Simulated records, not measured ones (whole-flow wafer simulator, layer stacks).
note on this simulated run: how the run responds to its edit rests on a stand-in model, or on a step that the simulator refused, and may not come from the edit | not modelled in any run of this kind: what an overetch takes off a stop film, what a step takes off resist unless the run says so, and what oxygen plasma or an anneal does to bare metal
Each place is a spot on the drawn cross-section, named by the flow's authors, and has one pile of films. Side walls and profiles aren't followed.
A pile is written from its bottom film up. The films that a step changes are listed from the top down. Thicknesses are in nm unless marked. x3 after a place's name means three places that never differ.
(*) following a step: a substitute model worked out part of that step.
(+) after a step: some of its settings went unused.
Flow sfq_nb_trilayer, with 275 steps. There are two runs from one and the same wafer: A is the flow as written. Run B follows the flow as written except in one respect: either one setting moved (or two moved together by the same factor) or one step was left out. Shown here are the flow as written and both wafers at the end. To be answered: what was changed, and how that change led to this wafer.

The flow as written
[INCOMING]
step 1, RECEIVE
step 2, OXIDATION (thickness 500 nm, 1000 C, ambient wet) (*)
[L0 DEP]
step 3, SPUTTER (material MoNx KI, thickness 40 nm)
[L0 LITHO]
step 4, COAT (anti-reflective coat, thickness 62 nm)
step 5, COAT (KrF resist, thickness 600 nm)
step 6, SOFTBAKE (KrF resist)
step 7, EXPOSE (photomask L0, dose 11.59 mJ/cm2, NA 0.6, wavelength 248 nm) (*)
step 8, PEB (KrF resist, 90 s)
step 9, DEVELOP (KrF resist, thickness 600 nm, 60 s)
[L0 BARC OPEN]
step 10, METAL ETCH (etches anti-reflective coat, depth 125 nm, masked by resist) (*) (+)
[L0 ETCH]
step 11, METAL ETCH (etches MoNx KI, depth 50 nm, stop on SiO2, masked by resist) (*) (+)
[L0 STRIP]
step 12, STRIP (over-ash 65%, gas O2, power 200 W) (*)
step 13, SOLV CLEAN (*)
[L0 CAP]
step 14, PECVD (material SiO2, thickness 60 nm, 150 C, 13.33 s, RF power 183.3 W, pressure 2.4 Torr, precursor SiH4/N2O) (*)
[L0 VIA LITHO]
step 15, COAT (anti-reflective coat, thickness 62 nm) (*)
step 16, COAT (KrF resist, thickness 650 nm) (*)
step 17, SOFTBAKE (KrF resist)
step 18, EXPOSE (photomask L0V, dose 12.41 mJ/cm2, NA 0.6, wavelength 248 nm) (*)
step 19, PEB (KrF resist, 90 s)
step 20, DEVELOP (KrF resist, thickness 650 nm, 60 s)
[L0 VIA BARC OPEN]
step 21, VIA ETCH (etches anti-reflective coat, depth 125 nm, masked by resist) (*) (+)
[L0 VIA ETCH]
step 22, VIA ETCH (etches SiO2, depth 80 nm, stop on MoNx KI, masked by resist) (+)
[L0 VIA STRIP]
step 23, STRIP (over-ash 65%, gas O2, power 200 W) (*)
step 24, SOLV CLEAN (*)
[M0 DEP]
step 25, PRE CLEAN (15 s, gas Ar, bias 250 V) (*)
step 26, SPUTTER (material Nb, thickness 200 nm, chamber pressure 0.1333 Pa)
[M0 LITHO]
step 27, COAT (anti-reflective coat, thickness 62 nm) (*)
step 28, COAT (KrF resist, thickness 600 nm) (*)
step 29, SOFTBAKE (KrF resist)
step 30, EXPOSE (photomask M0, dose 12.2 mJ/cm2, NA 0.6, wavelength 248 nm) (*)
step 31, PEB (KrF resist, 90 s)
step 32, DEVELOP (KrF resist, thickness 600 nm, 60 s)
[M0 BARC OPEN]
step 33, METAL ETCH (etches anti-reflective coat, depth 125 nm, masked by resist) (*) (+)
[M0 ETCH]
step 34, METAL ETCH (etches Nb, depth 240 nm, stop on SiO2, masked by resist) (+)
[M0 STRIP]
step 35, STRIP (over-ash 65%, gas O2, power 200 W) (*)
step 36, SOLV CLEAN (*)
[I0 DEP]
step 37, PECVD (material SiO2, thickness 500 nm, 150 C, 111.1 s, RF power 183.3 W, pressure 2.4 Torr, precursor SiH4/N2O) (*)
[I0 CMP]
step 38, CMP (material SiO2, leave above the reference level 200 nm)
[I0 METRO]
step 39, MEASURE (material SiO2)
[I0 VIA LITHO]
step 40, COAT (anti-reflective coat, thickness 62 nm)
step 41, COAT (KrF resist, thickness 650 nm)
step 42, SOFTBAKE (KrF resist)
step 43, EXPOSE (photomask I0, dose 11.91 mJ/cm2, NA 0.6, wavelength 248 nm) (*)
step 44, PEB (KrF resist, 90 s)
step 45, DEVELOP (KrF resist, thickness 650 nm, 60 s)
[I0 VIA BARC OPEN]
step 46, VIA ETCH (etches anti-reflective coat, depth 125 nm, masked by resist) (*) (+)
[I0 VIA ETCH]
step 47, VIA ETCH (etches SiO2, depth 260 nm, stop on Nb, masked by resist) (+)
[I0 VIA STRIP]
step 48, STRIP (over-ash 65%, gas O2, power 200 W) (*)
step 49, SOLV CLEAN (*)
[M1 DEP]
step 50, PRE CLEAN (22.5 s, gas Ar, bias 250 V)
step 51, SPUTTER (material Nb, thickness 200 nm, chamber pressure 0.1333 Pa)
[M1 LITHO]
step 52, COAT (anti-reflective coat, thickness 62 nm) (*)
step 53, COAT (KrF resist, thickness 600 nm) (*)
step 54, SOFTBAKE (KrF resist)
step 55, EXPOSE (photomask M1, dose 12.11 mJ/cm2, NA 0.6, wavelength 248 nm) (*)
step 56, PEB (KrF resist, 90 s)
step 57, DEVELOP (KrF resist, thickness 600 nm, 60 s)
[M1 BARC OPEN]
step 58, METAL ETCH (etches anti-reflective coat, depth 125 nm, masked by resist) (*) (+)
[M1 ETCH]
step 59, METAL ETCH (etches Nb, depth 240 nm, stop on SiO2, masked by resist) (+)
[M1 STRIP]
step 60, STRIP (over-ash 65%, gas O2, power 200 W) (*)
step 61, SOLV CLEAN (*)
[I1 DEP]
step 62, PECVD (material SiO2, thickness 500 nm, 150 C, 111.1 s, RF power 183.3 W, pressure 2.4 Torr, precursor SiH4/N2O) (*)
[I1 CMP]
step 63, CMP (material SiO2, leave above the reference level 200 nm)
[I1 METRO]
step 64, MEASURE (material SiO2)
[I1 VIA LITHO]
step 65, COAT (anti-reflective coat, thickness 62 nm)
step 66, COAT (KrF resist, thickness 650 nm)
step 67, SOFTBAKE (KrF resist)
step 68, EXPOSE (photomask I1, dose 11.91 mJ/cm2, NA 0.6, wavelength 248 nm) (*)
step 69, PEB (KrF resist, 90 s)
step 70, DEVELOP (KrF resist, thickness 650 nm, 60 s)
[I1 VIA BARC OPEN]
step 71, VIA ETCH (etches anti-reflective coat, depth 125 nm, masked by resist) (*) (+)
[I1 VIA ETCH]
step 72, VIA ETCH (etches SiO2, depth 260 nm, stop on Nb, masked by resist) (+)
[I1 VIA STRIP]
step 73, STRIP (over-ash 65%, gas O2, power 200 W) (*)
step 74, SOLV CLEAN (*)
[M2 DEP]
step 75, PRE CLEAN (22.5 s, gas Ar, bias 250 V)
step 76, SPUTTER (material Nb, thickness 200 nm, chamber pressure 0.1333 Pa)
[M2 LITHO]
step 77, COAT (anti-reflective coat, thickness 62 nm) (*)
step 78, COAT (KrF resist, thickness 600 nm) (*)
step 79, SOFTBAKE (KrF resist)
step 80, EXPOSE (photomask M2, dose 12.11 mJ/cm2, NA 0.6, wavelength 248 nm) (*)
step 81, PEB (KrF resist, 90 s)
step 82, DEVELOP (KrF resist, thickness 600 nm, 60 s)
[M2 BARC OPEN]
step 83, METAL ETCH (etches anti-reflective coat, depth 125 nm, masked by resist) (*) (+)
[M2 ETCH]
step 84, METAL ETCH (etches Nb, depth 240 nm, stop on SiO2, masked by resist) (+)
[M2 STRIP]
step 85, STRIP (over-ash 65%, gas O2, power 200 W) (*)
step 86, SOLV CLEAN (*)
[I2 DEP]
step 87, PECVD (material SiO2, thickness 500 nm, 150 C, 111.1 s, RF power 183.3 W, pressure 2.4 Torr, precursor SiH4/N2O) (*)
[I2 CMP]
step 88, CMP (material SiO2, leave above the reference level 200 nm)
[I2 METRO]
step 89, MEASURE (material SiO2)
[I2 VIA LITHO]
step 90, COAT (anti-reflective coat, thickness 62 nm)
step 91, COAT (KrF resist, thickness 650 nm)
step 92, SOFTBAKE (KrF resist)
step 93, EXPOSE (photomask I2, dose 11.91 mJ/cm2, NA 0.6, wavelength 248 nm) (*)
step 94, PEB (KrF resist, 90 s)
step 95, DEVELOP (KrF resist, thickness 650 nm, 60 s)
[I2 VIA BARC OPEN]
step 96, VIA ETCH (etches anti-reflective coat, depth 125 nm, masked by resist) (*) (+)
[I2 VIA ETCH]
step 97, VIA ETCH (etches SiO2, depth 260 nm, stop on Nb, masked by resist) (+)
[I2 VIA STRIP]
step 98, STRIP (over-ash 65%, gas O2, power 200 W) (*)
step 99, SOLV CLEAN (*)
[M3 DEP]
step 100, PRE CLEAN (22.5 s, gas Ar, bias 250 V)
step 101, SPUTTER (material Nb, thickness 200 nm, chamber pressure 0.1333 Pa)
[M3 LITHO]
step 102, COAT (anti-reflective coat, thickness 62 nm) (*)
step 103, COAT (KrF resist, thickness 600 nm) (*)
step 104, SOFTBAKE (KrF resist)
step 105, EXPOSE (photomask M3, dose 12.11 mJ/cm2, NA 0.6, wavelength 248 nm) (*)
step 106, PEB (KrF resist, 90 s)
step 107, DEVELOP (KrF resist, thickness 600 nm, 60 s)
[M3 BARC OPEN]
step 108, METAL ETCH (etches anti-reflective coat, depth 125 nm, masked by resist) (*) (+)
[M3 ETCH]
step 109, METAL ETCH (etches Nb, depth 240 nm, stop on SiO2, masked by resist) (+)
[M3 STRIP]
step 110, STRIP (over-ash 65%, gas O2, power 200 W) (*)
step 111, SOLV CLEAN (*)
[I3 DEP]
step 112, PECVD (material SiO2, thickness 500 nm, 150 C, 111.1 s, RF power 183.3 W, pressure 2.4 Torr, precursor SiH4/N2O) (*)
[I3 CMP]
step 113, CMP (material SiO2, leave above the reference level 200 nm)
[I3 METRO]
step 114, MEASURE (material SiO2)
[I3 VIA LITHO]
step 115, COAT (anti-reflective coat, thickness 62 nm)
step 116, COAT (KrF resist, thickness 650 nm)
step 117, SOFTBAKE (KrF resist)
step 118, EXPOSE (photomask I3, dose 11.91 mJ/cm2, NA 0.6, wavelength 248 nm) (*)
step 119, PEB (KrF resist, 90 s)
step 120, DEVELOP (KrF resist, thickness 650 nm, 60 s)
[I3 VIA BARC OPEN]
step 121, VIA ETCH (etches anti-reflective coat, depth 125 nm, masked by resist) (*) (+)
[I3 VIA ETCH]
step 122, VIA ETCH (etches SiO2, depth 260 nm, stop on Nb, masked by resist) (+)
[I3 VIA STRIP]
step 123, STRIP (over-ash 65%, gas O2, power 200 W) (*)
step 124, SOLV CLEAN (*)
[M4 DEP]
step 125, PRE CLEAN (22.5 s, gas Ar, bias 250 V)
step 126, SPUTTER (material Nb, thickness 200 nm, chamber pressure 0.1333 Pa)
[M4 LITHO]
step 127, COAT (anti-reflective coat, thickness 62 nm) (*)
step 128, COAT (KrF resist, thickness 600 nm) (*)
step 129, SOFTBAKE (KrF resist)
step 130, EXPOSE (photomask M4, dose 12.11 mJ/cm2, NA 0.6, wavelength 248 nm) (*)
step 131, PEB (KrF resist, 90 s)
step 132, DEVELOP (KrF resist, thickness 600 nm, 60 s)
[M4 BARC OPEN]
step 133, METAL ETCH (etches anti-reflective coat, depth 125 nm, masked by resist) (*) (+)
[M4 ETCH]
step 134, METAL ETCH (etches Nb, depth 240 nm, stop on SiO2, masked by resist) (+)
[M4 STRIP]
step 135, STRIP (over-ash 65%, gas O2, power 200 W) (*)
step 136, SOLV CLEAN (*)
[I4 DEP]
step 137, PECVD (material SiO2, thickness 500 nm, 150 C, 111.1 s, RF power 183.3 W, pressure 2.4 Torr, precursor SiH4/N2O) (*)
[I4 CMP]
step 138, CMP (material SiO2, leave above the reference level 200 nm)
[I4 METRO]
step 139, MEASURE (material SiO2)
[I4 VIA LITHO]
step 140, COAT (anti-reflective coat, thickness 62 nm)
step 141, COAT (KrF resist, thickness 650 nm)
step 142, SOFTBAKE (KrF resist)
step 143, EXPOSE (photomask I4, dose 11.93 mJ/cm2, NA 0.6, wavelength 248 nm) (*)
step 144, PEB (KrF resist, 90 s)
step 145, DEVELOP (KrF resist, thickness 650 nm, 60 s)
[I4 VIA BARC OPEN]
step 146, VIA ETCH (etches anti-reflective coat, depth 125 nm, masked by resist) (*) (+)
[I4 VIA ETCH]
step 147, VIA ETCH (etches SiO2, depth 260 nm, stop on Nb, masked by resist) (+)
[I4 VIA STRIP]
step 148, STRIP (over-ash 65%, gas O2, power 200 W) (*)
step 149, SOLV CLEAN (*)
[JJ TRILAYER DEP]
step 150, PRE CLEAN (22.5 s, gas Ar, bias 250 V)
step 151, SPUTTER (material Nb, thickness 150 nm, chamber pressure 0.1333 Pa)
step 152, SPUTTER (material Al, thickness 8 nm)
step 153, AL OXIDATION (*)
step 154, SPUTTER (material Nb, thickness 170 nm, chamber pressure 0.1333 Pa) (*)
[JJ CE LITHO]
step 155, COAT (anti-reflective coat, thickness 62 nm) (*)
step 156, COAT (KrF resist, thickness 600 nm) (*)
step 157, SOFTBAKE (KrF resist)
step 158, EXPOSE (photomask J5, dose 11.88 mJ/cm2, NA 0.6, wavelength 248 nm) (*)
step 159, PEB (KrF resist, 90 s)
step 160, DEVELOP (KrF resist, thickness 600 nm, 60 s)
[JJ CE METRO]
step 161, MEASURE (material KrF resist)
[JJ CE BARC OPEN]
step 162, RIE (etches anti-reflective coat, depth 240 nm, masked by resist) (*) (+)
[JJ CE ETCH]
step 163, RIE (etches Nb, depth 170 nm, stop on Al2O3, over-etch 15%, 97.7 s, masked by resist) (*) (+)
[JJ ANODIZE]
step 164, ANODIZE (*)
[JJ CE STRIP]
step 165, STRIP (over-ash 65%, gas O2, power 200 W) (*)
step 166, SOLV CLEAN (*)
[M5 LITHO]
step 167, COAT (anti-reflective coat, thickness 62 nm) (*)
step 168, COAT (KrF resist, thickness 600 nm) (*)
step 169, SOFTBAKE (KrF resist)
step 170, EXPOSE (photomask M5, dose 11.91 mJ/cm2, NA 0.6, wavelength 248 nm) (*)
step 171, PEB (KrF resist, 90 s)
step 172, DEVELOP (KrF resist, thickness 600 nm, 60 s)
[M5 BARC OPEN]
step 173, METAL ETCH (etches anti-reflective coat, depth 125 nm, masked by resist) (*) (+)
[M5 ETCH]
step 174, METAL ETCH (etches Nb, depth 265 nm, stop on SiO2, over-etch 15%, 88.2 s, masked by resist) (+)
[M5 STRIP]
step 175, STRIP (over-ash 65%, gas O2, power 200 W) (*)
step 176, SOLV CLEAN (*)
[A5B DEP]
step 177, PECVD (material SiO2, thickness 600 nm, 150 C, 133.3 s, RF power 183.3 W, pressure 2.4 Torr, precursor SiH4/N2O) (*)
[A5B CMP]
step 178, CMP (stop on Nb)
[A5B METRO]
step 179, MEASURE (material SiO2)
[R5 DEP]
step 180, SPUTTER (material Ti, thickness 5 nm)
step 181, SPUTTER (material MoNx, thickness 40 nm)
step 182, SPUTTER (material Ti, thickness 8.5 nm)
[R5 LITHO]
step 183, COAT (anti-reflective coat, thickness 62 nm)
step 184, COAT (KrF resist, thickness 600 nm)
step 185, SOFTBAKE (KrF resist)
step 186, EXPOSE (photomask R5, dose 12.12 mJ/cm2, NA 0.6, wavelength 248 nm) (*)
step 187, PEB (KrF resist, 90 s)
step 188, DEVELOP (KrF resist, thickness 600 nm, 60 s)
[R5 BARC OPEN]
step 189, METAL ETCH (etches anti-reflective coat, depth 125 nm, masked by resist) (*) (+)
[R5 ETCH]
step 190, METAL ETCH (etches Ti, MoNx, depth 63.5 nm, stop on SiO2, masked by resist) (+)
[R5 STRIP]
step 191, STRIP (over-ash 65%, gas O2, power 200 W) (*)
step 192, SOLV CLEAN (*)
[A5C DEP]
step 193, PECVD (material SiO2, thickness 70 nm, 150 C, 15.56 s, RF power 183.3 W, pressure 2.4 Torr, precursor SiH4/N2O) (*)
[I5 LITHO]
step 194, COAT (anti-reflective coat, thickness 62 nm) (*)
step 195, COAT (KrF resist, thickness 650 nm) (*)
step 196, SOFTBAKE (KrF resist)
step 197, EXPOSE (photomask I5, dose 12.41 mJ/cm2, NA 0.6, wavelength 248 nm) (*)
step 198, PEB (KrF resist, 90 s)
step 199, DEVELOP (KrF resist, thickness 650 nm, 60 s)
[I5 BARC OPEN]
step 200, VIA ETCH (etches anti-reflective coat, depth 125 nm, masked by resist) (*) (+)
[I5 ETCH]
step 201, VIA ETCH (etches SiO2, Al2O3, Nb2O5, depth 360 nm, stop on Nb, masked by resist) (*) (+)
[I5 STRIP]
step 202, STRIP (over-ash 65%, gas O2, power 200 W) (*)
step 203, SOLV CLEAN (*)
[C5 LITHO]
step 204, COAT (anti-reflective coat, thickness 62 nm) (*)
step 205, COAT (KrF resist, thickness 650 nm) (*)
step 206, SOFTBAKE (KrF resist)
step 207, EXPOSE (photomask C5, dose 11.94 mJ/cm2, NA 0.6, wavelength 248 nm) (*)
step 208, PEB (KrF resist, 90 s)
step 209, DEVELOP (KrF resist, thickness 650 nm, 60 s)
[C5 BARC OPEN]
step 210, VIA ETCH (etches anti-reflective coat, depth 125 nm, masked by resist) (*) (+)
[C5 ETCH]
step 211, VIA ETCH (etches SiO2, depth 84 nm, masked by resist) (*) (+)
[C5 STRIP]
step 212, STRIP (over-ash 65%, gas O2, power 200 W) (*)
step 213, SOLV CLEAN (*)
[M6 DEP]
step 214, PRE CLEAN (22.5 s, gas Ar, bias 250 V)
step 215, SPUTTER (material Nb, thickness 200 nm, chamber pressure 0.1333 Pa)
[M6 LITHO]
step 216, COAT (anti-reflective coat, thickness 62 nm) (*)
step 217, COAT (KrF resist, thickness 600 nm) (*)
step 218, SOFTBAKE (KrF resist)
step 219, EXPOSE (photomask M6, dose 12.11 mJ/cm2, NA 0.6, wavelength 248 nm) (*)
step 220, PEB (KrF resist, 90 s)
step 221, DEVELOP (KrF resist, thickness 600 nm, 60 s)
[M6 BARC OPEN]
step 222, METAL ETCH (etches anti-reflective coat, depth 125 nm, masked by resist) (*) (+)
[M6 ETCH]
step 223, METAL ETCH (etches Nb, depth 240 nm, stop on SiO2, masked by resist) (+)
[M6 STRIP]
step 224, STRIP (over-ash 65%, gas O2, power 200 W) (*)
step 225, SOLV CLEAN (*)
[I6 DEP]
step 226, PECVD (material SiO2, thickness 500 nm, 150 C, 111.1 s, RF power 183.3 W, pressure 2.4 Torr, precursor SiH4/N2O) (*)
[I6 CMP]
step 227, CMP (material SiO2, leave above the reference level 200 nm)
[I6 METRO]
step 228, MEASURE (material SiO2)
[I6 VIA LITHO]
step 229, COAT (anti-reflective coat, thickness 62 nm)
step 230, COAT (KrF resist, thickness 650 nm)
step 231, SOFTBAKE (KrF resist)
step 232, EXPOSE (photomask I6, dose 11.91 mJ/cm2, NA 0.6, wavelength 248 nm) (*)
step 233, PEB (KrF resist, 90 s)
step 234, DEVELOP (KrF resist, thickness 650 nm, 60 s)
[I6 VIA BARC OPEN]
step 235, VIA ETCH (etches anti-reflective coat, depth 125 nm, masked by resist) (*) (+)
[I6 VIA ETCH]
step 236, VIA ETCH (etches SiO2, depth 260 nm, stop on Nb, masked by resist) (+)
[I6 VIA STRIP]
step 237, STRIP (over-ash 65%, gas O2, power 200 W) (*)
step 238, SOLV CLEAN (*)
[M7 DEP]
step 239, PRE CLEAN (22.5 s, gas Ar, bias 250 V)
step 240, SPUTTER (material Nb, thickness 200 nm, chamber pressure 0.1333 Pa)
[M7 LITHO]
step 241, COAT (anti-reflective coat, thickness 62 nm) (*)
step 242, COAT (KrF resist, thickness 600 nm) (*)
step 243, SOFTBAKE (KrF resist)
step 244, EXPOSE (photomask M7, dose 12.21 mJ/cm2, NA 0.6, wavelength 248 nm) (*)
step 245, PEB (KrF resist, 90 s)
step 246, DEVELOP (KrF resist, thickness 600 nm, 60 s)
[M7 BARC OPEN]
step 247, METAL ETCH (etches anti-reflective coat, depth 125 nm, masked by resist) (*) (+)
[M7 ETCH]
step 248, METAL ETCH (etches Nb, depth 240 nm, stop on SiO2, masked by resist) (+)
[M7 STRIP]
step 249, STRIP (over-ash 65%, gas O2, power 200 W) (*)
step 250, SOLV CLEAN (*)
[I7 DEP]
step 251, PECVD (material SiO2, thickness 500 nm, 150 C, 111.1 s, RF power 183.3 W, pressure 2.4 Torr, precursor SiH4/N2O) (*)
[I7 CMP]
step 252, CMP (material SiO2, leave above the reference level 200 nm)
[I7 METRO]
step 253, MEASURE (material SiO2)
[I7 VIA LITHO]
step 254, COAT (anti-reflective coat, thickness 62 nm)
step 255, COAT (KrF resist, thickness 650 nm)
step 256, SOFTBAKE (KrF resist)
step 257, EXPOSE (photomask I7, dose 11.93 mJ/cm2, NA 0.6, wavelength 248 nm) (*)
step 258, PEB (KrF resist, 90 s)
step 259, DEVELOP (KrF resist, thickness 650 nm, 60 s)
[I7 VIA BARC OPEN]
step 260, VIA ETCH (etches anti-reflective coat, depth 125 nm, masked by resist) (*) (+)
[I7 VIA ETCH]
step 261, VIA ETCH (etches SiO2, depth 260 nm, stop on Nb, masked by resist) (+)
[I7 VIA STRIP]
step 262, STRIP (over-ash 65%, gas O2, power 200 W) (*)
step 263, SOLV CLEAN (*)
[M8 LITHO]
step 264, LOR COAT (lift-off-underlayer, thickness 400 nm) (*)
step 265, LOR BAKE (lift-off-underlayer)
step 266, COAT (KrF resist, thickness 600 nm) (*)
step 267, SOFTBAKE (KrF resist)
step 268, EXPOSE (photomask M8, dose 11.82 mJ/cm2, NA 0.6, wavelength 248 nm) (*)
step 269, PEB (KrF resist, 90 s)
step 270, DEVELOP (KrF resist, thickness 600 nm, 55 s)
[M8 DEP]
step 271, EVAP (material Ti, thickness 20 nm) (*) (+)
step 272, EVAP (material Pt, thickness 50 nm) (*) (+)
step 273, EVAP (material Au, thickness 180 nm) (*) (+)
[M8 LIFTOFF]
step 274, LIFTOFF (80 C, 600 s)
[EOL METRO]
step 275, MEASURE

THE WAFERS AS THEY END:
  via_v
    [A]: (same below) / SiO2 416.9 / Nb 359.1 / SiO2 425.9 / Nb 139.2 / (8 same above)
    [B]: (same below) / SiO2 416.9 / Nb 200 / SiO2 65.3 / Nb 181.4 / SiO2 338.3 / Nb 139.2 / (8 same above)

The reason: step 122, VIA ETCH: depth 127 nm was run, whereas the flow has depth 260 nm.

Step by step, how the change led to this:
  step 122, VIA ETCH (etches SiO2, depth 260 nm, stop on Nb, masked by resist) (+)
      via_v: A -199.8 SiO2 (all of it) | B -127 SiO2
      field_l, v_sur, via_wl and 102 more: A -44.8 KrF resist | B -21.9 KrF resist
  step 123, STRIP (over-ash 65%, gas O2, power 200 W) (*)
      field_l, v_sur, via_wl and 102 more: A -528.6 KrF resist (all of it), -62 anti-reflective coat (all of it) | B -551.5 KrF resist (all of it), -62 anti-reflective coat (all of it)
  step 125, PRE CLEAN (22.5 s, gas Ar, bias 250 V)
      via_v: A -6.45 Nb | B -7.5 SiO2
  step 126, SPUTTER (material Nb, thickness 200 nm, chamber pressure 0.1333 Pa)
      via_v: A +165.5 Nb | B +181.4 Nb (new film)
  step 127, COAT (anti-reflective coat, thickness 62 nm) (*)
      via_sp: A +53 anti-reflective coat (new film) | B +54.5 anti-reflective coat (new film)
      via_v: A +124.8 anti-reflective coat (new film) | B +108.3 anti-reflective coat (new film)
      (and at 1 other place as well)
  step 128, COAT (KrF resist, thickness 600 nm) (*)
      via_v: A +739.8 KrF resist (new film) | B +680.4 KrF resist (new film)
  step 135, STRIP (over-ash 65%, gas O2, power 200 W) (*)
      via_sp: A -373.9 KrF resist (all of it), -53 anti-reflective coat (all of it) | B -378.8 KrF resist (all of it), -54.5 anti-reflective coat (all of it)
      via_v: A -521.8 KrF resist (all of it), -124.8 anti-reflective coat (all of it) | B -462.5 KrF resist (all of it), -108.3 anti-reflective coat (all of it)
      (and at 1 other place as well)
  step 137, PECVD (material SiO2, thickness 500 nm, 150 C, 111.1 s, RF power 183.3 W, pressure 2.4 Torr, precursor SiH4/N2O) (*)
      via_v: A +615 SiO2 (new film) | B +502.8 SiO2 (new film)
  step 138, CMP (material SiO2, leave above the reference level 200 nm)
      via_v: A -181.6 SiO2 | B -157.1 SiO2
With metal films that touch counted as one body, via_v has 7 bodies (between them, from the top down: SiO2 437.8; SiO2 209 / Al2O3 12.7 / Nb2O5 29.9; SiO2 338.3; SiO2 65.3; SiO2 416.9; SiO2 192.5); the flow as written gives 6 bodies (between them, from the top down: SiO2 437.8; SiO2 209 / Al2O3 12.7 / Nb2O5 29.9; SiO2 425.9; SiO2 416.9; SiO2 192.5).
